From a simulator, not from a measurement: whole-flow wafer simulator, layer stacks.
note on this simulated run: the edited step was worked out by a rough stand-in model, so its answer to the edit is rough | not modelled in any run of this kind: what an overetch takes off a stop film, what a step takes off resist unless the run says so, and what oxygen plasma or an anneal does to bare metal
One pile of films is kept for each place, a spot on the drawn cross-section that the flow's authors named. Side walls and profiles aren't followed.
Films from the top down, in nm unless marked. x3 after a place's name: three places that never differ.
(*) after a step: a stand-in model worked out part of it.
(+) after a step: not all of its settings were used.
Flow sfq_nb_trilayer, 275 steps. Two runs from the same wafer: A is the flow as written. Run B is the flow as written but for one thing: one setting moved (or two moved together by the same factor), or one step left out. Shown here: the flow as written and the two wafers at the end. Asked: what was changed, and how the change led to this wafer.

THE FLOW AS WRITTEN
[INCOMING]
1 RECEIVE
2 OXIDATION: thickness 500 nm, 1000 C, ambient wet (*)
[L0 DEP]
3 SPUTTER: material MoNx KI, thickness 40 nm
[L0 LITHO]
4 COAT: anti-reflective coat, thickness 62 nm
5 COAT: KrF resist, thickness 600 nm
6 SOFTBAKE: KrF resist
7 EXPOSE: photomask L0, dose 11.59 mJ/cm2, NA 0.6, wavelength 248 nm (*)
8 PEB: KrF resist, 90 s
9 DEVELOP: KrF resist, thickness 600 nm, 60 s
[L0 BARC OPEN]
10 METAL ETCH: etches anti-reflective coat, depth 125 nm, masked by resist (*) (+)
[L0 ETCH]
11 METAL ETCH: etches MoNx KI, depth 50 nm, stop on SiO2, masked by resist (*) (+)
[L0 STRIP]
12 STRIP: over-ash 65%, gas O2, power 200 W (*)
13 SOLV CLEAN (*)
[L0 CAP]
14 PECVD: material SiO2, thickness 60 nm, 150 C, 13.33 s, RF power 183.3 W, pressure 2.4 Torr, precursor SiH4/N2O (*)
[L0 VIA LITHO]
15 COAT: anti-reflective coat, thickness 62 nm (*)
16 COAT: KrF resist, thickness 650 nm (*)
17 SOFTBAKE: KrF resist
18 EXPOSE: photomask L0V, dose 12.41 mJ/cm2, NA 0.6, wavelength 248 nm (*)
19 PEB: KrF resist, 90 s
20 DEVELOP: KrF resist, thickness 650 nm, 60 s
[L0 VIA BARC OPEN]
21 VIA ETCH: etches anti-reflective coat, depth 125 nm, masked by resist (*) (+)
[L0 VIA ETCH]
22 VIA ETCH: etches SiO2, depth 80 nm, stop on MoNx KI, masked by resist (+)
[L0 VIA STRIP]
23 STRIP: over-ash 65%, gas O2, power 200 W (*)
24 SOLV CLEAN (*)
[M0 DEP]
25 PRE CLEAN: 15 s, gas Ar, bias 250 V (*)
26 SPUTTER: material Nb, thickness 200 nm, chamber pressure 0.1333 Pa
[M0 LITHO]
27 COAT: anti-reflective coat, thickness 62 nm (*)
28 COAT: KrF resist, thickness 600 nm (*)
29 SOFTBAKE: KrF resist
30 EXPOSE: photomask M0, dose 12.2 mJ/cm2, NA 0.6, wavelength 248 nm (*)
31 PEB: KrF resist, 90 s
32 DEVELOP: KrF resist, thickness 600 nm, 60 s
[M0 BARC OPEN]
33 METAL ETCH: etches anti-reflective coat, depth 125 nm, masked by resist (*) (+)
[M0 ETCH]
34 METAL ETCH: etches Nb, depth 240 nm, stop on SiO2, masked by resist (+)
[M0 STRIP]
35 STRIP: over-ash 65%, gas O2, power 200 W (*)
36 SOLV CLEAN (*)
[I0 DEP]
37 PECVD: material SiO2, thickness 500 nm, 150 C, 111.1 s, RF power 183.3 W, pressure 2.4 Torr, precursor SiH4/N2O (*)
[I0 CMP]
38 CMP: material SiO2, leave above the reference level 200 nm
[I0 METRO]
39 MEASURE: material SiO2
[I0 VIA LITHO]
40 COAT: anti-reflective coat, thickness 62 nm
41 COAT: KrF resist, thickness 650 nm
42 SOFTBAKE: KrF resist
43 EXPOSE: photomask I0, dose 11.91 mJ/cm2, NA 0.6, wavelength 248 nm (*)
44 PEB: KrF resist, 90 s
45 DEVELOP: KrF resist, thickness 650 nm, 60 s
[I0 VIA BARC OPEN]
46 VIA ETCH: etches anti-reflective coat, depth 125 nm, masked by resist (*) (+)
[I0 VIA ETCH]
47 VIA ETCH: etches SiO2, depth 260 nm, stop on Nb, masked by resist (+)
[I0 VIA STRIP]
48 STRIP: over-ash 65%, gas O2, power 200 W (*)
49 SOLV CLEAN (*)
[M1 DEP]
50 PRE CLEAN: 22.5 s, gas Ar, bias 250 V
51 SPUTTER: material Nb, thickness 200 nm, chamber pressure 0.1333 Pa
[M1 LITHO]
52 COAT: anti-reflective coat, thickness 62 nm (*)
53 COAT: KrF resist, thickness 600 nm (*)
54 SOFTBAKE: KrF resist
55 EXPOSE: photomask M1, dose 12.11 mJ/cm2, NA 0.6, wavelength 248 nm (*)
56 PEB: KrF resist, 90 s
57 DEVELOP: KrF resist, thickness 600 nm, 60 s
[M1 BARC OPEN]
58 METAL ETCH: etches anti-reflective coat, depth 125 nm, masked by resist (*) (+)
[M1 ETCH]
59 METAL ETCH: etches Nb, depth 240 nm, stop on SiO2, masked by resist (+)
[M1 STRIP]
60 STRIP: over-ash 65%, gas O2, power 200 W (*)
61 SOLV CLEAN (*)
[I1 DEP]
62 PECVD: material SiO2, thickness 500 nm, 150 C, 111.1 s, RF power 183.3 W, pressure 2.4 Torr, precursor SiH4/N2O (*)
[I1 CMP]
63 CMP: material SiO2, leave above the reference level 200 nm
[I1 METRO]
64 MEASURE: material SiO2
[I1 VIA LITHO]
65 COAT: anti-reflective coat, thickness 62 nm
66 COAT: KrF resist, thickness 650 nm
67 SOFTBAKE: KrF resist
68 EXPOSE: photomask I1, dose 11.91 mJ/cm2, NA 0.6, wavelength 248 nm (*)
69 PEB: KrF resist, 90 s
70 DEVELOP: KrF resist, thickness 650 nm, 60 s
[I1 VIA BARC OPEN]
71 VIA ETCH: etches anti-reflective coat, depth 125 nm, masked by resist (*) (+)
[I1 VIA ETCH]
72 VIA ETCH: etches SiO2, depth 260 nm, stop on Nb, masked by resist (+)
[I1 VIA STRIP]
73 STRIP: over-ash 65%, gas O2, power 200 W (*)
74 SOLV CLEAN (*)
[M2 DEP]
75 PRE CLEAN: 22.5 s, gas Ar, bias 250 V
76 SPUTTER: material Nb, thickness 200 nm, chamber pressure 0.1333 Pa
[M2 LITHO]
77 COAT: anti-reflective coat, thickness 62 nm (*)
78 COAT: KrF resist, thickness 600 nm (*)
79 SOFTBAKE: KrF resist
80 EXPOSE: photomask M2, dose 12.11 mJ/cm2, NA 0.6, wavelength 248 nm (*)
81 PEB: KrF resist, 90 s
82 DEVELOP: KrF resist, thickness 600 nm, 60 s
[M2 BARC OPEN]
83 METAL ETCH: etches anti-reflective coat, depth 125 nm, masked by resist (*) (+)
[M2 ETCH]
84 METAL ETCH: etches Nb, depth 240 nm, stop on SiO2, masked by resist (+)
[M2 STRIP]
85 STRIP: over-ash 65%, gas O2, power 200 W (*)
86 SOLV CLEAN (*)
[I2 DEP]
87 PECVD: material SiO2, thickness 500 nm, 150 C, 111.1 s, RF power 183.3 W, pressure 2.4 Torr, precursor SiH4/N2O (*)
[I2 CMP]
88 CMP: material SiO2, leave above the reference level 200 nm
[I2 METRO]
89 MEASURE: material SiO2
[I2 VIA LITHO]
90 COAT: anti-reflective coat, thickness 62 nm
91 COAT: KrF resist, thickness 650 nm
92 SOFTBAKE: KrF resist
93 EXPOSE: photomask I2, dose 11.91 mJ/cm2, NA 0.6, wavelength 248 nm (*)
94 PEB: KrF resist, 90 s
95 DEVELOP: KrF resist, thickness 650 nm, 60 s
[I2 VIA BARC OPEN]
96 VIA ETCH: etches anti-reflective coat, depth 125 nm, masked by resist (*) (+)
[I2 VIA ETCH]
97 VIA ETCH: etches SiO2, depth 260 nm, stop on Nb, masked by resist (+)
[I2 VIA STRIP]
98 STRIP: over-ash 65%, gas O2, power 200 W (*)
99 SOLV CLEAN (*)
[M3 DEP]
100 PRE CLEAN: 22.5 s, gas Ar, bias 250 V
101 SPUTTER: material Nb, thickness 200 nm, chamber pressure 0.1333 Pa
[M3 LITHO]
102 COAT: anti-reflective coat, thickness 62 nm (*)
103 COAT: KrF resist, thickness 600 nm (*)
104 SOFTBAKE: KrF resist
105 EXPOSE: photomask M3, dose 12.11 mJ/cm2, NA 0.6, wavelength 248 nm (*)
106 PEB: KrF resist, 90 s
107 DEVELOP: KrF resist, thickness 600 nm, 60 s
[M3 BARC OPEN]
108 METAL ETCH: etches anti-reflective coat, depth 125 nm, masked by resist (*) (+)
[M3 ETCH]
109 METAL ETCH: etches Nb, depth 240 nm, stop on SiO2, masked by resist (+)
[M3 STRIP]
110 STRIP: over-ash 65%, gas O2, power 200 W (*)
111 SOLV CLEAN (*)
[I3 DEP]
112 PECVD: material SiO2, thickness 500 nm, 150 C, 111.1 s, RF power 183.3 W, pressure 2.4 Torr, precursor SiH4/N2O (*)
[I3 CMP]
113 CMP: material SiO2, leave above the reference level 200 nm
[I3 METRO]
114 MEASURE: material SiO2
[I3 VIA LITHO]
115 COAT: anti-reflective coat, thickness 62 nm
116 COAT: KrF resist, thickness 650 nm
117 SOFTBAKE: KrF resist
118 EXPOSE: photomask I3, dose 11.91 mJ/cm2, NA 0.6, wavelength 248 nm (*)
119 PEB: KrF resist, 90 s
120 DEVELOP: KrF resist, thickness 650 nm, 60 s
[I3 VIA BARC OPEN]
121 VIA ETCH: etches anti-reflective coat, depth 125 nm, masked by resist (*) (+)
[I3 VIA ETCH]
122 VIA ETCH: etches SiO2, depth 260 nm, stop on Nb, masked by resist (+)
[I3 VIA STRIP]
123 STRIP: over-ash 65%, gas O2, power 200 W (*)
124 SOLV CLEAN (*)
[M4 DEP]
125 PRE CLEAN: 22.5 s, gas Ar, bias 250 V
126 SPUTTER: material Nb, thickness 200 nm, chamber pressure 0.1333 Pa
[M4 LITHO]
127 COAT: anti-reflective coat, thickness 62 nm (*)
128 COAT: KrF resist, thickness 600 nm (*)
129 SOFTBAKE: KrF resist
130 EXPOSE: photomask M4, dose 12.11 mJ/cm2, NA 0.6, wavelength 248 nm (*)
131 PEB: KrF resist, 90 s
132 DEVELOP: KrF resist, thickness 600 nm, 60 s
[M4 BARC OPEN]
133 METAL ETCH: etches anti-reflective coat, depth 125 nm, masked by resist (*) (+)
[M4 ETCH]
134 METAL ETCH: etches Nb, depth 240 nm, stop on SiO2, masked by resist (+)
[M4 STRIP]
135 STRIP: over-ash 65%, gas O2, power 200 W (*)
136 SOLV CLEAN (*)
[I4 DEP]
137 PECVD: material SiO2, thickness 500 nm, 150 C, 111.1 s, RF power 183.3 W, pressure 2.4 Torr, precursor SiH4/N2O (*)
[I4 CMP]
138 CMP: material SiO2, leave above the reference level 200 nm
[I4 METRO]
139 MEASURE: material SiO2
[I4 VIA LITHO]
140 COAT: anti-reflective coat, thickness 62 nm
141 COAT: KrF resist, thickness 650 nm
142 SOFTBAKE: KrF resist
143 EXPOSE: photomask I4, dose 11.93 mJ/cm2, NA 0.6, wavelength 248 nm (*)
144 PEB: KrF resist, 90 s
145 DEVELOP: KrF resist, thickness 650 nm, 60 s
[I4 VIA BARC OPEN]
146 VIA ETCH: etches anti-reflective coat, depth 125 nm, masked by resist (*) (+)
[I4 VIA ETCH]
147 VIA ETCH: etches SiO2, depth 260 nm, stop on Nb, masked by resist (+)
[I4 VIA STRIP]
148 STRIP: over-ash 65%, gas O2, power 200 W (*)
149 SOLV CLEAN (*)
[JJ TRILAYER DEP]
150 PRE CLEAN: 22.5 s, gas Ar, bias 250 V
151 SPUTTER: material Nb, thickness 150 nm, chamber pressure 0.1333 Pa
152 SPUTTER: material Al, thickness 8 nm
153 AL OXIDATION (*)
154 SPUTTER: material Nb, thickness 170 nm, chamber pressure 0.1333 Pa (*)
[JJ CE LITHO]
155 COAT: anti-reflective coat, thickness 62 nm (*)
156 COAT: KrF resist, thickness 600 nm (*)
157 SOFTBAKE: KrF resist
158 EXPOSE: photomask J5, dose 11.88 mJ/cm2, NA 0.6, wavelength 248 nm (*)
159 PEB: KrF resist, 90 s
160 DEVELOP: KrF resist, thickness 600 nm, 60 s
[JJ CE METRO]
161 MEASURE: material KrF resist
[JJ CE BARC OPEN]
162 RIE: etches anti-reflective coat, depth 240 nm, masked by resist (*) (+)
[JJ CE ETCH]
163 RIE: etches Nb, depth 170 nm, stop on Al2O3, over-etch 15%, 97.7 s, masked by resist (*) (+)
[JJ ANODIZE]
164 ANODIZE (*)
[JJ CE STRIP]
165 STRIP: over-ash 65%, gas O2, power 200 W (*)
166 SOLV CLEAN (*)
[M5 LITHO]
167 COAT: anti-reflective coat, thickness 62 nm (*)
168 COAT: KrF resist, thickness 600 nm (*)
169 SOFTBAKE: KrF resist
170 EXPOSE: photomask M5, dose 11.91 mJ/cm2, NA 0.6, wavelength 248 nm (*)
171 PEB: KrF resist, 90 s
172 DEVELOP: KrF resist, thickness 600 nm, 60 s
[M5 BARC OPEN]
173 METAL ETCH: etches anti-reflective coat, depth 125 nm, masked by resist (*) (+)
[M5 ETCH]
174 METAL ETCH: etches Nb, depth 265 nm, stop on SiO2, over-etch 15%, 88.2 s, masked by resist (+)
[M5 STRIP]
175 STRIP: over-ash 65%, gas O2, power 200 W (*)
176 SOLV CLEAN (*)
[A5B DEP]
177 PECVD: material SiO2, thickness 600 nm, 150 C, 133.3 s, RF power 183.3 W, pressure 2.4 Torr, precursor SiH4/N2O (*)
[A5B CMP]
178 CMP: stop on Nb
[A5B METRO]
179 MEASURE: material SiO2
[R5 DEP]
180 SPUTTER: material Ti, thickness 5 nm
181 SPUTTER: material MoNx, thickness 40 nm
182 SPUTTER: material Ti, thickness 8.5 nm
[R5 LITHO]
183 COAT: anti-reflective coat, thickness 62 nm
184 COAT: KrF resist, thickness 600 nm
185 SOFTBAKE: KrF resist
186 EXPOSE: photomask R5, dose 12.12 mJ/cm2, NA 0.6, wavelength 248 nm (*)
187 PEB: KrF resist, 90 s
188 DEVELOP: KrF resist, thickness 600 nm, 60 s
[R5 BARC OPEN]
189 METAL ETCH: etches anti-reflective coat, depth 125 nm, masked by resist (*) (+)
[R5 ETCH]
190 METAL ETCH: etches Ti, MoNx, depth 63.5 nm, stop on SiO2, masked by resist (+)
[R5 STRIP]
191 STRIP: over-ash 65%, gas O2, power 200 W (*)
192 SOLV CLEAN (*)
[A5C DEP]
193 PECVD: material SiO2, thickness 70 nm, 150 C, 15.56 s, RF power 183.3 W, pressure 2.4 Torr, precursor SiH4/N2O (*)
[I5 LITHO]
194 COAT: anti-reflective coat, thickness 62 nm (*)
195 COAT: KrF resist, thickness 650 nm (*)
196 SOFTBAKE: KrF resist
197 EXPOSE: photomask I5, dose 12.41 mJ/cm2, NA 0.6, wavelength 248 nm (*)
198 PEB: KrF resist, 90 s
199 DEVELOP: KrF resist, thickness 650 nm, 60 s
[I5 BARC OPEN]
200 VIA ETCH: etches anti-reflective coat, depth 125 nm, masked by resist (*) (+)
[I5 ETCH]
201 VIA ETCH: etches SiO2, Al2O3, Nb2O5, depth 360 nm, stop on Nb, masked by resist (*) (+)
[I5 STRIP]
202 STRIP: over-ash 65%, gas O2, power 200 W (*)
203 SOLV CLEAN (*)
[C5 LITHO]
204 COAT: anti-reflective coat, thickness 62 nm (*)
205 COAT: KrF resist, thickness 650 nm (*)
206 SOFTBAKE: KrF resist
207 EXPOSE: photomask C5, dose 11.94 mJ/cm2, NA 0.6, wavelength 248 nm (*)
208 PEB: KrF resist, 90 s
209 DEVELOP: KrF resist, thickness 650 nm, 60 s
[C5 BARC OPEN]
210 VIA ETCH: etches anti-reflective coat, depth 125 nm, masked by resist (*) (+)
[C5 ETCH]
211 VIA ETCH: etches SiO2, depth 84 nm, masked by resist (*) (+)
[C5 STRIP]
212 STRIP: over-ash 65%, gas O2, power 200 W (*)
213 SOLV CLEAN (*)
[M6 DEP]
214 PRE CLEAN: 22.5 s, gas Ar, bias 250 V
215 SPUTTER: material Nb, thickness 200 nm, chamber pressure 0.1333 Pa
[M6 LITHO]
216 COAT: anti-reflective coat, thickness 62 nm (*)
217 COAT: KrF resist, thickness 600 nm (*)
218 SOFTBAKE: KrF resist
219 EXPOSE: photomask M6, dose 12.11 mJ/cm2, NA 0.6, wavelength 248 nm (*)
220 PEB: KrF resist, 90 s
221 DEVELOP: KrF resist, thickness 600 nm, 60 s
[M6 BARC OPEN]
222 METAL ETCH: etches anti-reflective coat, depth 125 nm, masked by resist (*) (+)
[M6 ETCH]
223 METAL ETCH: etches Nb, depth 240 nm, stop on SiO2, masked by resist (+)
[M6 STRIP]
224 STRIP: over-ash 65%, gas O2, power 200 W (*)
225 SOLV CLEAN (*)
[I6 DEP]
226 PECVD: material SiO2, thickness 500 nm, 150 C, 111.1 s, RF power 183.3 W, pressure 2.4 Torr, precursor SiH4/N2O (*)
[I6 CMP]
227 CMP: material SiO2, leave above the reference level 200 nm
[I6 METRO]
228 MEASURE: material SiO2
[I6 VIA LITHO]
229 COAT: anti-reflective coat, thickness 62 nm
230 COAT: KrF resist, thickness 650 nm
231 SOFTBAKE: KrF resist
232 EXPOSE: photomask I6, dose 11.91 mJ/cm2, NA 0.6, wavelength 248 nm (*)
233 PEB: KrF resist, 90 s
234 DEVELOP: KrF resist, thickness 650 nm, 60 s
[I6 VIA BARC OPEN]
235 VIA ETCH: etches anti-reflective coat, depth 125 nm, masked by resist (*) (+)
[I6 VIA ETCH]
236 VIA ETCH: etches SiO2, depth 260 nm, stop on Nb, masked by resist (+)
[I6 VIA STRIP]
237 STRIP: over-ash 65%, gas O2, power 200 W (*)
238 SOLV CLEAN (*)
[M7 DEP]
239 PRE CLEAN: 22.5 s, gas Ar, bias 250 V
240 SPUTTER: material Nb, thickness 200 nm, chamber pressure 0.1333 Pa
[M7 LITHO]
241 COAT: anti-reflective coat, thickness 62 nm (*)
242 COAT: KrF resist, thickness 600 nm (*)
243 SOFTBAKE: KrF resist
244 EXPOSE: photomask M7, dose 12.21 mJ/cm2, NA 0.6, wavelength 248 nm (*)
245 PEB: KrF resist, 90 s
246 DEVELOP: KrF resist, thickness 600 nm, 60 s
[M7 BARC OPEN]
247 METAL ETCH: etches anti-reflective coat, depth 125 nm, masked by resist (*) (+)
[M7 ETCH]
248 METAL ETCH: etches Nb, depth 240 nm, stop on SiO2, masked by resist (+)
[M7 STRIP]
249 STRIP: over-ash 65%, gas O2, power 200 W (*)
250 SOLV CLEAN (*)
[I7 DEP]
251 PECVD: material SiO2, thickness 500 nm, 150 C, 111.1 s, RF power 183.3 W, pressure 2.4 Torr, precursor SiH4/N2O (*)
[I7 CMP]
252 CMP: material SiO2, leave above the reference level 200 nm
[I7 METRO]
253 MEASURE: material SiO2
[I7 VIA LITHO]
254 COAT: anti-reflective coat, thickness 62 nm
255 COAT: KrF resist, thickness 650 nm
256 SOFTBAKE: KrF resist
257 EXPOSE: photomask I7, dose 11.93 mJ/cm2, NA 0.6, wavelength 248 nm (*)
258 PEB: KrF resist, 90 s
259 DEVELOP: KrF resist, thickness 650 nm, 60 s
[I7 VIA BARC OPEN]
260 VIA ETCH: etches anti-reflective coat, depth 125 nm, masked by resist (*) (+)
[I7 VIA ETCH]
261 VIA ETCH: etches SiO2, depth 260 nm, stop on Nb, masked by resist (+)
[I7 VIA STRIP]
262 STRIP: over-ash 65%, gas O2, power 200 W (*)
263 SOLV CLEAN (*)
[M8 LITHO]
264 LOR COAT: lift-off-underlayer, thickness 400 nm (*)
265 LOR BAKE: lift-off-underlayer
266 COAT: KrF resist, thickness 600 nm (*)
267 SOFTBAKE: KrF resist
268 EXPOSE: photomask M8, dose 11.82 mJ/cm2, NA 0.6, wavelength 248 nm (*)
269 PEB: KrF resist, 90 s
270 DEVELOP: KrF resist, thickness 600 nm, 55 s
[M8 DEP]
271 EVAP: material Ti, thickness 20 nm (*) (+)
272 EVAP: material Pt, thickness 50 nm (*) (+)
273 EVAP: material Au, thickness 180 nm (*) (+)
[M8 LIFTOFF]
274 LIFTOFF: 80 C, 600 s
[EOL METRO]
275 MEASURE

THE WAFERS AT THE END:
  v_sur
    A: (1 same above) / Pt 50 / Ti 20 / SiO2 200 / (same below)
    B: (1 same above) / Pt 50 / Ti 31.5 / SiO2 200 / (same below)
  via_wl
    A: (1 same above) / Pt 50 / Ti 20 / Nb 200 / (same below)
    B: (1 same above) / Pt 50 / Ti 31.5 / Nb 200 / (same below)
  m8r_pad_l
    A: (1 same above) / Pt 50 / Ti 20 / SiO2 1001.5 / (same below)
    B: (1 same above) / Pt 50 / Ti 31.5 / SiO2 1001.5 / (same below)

The cause: step 271, EVAP: thickness 31.5 nm was run, where the flow has thickness 20 nm.
It can be read off the wafer: v_sur has Ti 31.5, and step 271 as written asks for 20 nm.

How the change led to this, step by step:
  271 EVAP: material Ti, thickness 20 nm (*) (+)
      field_l, v_sur, via_wl and 103 more: A Ti +20 (new film) | B Ti +31.5 (new film)
  274 LIFTOFF: 80 C, 600 s
      p4_fl, p4_fm, p4_w1 and 71 more: A Au -180 (all of it), Pt -50 (all of it), Ti -20 (all of it), KrF resist -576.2 (all of it), lift-off-underlayer -400 (all of it) | B Au -180 (all of it), Pt -50 (all of it), Ti -31.5 (all of it), KrF resist -576.2 (all of it), lift-off-underlayer -400 (all of it)
      c5j, ce_r: A Au -180 (all of it), Pt -50 (all of it), Ti -20 (all of it), KrF resist -573.3 (all of it), lift-off-underlayer -399.3 (all of it) | B Au -180 (all of it), Pt -50 (all of it), Ti -31.5 (all of it), KrF resist -573.3 (all of it), lift-off-underlayer -399.3 (all of it)
      (and at 19 more places)
